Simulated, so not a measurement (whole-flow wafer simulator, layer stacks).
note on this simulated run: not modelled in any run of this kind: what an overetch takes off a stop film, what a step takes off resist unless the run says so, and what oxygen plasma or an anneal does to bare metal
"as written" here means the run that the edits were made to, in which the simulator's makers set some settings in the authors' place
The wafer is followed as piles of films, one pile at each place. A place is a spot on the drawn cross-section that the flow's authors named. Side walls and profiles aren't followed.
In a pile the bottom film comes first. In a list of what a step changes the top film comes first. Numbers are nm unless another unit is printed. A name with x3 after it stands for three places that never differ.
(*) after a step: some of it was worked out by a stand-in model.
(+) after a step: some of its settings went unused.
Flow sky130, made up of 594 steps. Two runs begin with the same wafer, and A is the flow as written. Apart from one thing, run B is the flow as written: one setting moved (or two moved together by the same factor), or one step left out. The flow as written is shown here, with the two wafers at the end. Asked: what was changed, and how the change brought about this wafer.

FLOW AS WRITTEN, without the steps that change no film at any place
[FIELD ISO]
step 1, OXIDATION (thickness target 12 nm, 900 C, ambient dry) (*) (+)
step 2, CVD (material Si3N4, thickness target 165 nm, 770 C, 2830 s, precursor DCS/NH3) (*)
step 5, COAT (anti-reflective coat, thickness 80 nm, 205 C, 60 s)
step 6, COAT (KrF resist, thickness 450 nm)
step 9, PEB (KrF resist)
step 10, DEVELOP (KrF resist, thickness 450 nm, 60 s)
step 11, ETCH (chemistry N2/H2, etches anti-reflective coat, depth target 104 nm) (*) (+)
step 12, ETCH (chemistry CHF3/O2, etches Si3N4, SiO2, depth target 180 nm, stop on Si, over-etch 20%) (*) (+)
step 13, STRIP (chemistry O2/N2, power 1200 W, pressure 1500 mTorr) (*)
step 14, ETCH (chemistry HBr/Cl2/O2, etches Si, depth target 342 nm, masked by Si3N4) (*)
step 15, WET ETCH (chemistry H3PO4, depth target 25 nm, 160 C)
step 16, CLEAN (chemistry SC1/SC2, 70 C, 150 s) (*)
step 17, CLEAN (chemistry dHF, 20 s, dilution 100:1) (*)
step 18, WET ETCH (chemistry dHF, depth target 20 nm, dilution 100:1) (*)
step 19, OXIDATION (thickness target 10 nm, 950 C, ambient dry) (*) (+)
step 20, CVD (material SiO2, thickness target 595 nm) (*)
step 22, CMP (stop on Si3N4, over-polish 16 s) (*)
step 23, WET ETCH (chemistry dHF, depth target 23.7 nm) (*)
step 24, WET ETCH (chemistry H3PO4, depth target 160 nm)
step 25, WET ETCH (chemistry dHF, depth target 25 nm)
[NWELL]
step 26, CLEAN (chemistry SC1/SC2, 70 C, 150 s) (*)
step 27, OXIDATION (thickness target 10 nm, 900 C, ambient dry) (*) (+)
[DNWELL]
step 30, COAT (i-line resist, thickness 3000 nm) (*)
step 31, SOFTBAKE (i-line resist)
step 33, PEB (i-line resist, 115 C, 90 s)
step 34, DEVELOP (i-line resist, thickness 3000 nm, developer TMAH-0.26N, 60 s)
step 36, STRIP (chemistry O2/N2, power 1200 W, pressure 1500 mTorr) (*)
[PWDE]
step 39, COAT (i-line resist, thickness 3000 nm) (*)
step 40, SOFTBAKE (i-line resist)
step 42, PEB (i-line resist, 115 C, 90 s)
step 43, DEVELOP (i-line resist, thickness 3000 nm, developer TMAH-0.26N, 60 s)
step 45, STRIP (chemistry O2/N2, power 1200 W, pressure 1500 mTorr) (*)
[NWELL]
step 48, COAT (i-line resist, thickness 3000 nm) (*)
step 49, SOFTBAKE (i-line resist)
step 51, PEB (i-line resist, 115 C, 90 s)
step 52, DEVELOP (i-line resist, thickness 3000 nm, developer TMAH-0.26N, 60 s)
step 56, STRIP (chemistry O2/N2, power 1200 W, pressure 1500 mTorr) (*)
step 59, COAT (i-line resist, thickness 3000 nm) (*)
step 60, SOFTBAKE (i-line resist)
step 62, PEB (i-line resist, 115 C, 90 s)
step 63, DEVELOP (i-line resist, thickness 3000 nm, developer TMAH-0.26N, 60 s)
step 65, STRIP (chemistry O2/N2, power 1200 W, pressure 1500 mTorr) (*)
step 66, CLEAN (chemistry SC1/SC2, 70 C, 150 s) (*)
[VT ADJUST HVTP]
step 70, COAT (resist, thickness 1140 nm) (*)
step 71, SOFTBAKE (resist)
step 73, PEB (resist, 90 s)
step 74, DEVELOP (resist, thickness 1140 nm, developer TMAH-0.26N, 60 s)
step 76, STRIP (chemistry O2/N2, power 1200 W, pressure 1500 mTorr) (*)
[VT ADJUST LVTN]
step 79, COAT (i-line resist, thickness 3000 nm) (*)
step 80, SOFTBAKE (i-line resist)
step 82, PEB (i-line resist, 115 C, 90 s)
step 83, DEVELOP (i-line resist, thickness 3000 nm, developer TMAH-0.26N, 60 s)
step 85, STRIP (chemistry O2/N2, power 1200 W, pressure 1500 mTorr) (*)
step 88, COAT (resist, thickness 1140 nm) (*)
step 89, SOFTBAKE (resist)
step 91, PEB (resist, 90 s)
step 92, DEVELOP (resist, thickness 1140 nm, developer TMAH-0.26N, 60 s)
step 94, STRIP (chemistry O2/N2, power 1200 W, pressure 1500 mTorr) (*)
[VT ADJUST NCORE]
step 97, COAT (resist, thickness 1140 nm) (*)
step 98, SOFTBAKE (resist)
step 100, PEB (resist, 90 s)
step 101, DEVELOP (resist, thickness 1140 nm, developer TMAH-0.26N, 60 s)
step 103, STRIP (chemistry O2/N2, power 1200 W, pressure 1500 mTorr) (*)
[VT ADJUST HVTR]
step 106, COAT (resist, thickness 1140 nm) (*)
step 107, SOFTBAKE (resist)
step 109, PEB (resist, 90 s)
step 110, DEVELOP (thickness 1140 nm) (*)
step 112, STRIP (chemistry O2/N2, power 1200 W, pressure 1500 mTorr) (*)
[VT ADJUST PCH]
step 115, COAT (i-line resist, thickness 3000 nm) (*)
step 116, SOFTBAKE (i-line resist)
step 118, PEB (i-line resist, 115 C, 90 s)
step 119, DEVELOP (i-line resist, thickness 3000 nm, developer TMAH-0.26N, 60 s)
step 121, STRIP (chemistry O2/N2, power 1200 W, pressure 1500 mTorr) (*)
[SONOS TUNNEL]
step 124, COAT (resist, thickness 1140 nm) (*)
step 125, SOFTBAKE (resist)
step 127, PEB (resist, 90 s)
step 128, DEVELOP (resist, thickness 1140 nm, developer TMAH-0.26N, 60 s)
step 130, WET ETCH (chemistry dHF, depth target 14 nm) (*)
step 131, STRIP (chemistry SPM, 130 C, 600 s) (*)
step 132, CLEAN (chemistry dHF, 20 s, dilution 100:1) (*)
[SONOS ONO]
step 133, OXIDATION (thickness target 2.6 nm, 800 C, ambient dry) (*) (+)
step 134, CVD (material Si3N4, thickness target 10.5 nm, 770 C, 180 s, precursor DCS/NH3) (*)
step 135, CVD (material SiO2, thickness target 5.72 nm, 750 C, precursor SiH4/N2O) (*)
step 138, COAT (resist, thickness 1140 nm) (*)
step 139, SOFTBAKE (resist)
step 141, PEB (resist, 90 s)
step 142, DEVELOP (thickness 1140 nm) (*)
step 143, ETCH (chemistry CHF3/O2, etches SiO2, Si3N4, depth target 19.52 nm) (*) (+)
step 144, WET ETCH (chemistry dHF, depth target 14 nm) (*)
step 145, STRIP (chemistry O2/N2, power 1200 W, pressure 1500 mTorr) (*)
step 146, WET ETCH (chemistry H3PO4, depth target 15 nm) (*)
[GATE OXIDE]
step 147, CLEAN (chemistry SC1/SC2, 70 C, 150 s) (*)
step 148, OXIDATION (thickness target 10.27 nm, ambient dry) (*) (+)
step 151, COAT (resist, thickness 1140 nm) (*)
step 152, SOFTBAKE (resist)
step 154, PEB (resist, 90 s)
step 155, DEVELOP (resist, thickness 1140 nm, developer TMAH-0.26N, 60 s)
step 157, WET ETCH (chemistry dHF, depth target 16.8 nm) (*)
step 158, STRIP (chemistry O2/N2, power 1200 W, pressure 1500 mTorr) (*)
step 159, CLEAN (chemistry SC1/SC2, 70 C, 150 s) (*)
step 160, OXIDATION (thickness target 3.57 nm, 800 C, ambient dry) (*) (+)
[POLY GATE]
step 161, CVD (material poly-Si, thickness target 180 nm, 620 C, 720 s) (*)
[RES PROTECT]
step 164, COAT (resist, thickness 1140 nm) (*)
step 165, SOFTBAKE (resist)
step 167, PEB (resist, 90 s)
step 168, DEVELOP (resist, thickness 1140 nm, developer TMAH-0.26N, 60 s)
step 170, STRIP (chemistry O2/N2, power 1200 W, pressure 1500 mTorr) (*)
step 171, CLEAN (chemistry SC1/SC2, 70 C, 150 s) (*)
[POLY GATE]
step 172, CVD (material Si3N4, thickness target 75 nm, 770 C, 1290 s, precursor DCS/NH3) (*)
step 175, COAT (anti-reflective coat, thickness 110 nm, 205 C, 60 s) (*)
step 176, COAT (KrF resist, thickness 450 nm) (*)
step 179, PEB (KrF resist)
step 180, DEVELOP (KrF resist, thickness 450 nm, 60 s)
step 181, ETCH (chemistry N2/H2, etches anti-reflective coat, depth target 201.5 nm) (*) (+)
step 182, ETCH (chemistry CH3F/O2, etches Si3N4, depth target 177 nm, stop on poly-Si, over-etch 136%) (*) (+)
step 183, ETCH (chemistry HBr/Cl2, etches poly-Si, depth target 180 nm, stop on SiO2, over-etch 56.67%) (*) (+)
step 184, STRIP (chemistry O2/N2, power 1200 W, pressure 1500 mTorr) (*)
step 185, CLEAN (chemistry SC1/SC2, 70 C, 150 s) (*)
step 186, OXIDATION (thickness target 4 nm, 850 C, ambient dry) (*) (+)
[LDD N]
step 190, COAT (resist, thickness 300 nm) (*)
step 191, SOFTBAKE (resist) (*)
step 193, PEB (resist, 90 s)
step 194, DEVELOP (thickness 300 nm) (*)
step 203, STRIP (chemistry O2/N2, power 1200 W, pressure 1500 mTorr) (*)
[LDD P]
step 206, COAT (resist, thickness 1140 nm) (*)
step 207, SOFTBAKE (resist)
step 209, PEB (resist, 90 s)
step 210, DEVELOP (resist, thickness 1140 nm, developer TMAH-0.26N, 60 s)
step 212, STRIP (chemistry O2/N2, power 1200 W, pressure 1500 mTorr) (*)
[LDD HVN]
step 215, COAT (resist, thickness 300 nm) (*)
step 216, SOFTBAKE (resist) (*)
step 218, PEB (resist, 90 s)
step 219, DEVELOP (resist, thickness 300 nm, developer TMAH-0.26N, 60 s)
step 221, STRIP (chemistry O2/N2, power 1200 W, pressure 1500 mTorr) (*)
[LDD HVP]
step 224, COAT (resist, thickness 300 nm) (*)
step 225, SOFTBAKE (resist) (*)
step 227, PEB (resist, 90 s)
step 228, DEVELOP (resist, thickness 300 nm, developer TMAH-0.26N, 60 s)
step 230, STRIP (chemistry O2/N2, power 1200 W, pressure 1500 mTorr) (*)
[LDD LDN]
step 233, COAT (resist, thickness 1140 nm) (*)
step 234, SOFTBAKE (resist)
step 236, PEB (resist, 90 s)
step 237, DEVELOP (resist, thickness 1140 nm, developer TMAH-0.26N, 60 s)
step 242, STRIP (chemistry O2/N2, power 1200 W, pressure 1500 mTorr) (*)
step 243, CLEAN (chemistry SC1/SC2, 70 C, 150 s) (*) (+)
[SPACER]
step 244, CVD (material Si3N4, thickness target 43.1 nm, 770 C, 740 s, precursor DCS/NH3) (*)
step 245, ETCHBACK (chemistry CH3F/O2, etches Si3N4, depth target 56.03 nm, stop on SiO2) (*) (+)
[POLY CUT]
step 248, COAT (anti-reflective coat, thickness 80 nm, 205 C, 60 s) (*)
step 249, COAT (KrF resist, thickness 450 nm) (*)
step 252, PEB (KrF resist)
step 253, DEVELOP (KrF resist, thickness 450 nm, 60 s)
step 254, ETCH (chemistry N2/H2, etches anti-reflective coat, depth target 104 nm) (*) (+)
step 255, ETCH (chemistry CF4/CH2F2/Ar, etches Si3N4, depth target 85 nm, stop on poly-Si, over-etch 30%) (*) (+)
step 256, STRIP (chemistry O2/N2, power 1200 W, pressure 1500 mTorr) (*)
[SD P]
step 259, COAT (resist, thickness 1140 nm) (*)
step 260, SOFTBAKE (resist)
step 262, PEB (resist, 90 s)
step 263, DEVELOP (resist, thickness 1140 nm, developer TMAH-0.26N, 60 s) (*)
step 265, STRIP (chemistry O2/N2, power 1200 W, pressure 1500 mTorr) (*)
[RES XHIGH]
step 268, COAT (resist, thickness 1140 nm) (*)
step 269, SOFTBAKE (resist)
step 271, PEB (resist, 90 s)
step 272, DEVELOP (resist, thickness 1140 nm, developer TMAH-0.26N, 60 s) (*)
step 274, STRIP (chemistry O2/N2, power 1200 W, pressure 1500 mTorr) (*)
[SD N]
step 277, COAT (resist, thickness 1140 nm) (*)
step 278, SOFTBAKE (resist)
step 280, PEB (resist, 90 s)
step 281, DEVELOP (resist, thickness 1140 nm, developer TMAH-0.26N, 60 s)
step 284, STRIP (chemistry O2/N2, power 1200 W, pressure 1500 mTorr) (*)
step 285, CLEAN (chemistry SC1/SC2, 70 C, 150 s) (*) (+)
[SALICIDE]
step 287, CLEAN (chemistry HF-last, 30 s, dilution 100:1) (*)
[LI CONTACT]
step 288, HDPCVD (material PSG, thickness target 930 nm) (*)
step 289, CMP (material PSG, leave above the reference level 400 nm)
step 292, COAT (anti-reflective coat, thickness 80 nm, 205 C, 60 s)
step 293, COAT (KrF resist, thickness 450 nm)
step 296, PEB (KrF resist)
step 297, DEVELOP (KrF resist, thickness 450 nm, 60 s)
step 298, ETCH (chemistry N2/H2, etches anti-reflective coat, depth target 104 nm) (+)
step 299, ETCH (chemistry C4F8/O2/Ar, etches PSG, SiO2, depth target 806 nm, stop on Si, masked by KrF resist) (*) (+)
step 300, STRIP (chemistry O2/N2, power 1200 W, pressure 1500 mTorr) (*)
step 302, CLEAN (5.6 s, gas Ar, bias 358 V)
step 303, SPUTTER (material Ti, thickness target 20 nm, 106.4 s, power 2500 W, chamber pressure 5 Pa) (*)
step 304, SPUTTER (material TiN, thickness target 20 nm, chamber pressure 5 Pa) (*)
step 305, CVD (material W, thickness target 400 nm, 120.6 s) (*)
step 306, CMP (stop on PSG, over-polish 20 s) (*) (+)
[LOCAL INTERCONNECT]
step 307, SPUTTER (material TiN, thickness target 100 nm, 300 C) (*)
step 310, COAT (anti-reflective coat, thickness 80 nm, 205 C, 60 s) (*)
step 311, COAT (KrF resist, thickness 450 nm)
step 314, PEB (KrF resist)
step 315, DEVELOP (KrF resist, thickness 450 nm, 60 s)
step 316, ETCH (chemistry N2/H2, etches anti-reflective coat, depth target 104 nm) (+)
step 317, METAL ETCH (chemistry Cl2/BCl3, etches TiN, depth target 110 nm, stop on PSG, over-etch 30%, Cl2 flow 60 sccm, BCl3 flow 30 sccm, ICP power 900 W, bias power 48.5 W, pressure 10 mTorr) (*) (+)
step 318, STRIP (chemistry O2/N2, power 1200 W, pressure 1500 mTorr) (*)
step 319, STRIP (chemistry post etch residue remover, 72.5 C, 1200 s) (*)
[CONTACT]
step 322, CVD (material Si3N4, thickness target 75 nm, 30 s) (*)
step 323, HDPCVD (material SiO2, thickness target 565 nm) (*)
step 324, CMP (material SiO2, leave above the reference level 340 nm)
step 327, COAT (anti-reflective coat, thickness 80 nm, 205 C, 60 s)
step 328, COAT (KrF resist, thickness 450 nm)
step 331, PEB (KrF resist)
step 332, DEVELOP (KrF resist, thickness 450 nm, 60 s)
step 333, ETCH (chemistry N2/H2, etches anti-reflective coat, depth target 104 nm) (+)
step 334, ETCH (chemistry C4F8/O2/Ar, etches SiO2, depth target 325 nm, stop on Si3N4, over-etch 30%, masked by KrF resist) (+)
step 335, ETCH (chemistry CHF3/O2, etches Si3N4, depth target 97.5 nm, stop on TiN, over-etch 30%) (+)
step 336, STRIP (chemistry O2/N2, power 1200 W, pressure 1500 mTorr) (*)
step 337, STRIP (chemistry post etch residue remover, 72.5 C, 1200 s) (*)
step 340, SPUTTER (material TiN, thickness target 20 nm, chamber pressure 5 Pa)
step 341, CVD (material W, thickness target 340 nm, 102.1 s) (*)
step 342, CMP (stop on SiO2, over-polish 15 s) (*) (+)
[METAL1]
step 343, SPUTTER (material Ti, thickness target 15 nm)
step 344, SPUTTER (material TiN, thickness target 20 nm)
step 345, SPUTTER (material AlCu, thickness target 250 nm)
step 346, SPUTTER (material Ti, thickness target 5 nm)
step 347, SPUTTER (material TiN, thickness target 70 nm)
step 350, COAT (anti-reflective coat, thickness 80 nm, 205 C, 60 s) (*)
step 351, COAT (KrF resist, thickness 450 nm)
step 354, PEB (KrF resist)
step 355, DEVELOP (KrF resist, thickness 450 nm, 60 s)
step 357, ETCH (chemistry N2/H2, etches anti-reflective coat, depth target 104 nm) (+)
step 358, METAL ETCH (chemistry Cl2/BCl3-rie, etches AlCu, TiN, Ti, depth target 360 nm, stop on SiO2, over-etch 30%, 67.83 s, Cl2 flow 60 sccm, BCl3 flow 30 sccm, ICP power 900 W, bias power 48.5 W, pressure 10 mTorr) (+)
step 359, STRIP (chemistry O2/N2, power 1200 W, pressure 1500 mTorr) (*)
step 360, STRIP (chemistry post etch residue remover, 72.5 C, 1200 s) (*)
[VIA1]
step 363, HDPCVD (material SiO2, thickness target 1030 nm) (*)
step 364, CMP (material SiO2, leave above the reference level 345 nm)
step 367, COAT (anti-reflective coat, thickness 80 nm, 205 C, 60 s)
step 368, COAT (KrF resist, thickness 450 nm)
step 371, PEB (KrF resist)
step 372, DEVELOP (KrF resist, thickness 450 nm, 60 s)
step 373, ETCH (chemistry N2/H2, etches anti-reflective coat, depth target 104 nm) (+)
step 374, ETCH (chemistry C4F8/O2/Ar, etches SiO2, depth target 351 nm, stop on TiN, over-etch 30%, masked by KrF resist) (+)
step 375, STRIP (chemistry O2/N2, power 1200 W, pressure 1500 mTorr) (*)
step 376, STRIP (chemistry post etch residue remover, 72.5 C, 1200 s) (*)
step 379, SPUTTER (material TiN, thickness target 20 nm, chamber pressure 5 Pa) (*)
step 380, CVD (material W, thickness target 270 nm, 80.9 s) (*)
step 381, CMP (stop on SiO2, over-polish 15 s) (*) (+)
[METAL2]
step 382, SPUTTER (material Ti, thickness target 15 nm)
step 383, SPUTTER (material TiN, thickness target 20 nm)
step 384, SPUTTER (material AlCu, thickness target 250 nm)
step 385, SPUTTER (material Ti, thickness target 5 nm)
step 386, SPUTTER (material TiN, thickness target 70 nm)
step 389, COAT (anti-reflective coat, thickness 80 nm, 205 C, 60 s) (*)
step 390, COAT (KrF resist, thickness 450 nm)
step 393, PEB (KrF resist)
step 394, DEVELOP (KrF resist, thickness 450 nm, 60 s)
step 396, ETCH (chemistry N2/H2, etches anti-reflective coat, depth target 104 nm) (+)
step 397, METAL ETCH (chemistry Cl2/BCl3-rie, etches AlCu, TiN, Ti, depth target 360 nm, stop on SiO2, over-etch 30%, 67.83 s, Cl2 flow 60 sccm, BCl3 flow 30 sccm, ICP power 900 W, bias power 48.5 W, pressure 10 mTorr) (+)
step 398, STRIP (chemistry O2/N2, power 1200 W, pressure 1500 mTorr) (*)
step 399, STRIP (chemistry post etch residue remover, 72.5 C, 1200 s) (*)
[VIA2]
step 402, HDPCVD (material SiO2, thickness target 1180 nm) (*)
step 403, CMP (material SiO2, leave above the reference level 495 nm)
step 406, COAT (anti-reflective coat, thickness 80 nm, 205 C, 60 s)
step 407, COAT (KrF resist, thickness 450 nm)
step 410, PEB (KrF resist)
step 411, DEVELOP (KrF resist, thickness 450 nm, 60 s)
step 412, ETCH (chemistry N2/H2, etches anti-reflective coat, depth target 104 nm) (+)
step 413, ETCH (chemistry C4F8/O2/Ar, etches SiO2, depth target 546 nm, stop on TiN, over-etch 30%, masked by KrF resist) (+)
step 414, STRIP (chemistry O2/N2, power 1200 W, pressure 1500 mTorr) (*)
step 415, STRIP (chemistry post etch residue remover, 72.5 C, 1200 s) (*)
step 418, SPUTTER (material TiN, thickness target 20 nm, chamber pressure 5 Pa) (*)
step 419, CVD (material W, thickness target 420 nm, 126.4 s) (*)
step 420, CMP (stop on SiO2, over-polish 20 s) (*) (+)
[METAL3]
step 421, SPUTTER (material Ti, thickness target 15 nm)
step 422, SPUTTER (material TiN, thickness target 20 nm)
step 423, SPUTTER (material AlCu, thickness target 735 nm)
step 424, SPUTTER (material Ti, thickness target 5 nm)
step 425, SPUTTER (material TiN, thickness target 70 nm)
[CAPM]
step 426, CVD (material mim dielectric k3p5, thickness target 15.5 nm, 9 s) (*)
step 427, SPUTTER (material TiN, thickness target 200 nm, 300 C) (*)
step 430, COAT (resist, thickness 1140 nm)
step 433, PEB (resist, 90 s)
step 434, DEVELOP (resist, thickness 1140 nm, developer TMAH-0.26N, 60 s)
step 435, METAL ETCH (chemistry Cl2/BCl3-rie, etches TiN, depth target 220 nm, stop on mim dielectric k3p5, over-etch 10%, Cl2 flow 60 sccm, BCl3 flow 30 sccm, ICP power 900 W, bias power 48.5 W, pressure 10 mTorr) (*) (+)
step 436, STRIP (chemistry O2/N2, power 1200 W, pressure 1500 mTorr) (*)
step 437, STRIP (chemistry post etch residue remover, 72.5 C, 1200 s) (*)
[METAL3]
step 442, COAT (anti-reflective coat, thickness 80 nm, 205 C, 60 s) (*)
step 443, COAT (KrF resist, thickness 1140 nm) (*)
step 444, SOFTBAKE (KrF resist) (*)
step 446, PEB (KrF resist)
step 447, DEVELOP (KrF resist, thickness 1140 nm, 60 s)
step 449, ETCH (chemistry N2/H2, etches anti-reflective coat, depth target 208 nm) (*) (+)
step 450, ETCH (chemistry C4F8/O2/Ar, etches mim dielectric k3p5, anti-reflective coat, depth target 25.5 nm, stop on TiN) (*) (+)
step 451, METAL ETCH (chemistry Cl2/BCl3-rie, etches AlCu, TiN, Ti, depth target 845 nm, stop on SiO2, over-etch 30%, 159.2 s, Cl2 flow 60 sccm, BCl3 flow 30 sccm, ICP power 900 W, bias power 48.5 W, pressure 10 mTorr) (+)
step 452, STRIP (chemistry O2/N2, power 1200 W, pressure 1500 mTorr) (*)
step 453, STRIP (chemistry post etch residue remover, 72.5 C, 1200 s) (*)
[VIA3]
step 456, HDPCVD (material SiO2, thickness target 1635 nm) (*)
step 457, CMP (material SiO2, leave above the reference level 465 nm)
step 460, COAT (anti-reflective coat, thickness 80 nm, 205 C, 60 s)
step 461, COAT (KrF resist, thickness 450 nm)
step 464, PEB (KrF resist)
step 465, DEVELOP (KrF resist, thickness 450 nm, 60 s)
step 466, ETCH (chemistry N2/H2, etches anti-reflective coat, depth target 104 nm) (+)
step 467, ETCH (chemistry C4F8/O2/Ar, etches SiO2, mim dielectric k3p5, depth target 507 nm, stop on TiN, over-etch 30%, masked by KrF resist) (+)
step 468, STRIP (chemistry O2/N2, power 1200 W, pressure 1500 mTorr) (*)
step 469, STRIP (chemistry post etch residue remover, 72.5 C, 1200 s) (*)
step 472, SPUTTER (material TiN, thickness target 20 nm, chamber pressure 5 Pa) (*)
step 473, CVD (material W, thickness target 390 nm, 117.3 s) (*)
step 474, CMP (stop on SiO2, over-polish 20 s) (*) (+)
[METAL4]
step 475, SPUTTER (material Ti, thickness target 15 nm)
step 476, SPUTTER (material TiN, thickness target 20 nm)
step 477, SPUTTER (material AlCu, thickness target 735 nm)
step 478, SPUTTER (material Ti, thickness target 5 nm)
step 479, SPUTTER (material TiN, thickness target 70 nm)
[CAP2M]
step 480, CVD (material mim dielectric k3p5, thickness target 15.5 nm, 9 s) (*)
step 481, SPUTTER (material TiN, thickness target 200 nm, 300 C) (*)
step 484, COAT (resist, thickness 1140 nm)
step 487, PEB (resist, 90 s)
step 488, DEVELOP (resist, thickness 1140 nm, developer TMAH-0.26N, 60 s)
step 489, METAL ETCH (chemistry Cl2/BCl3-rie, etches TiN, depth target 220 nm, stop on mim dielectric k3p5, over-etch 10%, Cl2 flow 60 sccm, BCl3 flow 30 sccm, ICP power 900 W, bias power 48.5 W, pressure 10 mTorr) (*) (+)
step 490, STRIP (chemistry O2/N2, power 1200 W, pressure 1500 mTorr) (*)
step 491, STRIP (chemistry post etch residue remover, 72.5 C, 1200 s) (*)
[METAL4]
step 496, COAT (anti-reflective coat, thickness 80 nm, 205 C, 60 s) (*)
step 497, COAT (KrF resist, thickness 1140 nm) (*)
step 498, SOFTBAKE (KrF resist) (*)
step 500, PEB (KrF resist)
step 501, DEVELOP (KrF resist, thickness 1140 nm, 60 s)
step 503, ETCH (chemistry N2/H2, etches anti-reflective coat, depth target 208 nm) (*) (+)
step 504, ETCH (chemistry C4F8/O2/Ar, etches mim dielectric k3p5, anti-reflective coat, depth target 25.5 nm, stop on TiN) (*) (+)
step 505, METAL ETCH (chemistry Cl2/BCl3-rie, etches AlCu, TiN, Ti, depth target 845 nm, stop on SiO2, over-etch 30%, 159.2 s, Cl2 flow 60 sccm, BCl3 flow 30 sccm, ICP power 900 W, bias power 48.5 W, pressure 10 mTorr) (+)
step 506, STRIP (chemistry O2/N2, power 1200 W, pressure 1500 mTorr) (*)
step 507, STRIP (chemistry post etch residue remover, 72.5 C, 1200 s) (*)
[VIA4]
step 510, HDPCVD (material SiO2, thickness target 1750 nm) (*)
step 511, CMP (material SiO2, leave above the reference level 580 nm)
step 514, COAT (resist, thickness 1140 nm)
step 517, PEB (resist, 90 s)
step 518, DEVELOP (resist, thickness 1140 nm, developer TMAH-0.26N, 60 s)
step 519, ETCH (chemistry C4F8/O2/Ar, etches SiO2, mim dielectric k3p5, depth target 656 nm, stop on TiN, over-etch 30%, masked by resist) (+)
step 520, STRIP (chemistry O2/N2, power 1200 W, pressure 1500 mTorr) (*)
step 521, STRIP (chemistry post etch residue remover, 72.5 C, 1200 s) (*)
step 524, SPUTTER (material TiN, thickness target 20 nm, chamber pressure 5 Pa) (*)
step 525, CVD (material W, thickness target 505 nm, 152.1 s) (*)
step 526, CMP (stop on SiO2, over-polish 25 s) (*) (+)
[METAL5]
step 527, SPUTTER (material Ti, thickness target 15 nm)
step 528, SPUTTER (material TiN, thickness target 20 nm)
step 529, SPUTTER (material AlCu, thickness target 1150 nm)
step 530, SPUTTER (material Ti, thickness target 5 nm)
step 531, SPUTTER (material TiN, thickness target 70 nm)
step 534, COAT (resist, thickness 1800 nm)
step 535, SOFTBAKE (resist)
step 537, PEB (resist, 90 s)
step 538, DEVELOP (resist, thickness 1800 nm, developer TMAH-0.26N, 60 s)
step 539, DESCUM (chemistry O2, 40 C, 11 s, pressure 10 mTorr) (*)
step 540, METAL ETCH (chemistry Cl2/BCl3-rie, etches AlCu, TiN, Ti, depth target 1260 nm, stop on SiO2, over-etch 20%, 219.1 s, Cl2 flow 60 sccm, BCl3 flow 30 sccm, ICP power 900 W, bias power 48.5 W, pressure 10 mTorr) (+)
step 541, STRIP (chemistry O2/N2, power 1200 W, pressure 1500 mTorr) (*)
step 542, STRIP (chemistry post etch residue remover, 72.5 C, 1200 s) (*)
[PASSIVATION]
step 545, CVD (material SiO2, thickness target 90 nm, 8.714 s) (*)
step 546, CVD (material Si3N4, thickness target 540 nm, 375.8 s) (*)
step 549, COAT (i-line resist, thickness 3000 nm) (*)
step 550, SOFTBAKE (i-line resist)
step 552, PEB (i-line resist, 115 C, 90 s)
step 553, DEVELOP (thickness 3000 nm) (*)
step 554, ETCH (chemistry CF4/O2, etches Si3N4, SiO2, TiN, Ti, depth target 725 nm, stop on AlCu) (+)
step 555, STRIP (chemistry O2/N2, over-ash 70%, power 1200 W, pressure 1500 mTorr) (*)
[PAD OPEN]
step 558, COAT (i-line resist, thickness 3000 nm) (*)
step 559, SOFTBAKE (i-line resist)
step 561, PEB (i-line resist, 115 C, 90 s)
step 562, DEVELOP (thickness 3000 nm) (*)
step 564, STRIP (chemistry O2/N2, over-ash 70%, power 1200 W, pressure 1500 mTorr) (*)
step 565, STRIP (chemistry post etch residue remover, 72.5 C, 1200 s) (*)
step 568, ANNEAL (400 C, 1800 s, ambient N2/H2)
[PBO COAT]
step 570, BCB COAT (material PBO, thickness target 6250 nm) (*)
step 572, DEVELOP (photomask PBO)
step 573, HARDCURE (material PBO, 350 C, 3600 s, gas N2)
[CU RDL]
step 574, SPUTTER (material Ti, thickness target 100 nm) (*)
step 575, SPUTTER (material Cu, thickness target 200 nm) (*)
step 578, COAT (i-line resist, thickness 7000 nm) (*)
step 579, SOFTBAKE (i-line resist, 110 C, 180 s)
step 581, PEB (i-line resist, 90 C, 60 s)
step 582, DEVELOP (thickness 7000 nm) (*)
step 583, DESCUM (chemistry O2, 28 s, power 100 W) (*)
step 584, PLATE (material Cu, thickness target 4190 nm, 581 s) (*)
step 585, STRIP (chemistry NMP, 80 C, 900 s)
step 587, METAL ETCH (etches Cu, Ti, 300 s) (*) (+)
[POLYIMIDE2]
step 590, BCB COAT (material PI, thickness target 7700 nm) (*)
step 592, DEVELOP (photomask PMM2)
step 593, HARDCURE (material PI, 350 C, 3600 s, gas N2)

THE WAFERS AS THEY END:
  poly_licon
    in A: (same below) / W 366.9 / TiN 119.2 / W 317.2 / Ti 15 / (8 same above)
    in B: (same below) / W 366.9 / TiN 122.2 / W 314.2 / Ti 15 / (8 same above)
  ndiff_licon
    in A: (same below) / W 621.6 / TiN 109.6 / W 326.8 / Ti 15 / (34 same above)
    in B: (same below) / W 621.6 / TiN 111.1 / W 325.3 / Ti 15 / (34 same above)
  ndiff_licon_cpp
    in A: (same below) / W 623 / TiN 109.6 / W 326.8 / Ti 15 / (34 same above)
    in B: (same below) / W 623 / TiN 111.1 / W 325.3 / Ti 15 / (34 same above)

What caused this: step 340, SPUTTER: thickness target 23 nm was run, whereas the flow has thickness target 20 nm.

How this came from the change, step by step:
  step 340, SPUTTER (material TiN, thickness target 20 nm, chamber pressure 5 Pa)
      field, active, n_well and 184 more: A TiN gains 20 (new film) | B TiN gains 23 (new film)
      ndiff_licon, ndiff_licon_cpp, rpo_hd_licon: A TiN gains 10.4 | B TiN gains 12
      (and at 1 other place as well)
  step 342, CMP (stop on SiO2, over-polish 15 s) (*) (+)
      field, active, n_well and 184 more: A W loses 340 (all of it), TiN loses 20 (all of it), SiO2 loses 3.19 | B W loses 340 (all of it), TiN loses 23 (all of it), SiO2 loses 3.19
      poly_licon: A W loses 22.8 | B W loses 25.8
